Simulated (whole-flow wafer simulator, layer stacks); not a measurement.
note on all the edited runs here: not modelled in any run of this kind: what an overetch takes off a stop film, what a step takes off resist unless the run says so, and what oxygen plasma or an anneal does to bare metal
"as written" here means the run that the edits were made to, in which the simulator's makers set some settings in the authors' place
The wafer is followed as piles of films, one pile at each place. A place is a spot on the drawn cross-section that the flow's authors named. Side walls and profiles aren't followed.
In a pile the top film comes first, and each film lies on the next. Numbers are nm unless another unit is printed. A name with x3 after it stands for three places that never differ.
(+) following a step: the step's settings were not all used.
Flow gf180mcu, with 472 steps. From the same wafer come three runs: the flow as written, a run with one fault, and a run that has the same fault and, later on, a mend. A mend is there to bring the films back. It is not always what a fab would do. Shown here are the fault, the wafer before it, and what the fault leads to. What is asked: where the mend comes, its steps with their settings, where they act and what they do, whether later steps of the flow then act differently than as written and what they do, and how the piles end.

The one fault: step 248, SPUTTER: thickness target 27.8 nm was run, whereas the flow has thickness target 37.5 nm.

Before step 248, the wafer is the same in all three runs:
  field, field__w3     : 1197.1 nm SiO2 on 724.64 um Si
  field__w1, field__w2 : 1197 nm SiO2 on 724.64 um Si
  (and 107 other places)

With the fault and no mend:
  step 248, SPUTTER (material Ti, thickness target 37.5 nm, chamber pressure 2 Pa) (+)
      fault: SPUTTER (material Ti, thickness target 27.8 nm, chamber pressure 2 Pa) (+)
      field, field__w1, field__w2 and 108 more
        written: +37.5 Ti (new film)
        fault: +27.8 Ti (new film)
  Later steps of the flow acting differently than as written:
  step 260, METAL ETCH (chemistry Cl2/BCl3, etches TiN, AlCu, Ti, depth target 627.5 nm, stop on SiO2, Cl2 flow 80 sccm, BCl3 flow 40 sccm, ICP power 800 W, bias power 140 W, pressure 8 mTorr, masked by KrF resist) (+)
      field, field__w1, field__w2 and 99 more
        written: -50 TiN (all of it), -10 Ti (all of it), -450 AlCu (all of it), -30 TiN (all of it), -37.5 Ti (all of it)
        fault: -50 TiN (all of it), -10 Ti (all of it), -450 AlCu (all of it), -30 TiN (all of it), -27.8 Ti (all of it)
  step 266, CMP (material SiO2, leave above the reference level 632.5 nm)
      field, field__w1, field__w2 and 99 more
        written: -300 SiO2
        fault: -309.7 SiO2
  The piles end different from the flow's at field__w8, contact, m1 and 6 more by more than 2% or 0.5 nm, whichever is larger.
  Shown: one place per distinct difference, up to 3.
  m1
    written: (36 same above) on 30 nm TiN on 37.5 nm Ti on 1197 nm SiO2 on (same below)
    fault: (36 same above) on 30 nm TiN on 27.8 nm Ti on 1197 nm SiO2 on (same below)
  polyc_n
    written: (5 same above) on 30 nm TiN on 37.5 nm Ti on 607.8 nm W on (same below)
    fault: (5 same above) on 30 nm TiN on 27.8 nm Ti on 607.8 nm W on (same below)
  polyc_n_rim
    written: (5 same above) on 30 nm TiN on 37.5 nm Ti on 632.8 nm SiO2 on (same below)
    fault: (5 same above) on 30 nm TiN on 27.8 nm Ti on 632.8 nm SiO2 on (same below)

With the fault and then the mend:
  The mend stands after step 248.
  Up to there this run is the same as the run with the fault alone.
  step 248a, SPUTTER (material Ti, thickness target 9.7 nm, chamber pressure 2 Pa) (+) (a further turn of the flow's step 248, with different settings)
      field, field__w1, field__w2 and 108 more
        +9.7 Ti
  Later steps of the flow that are run all act as written at every place that is followed.
  At every place that both follow, the piles at the end match the flow's.
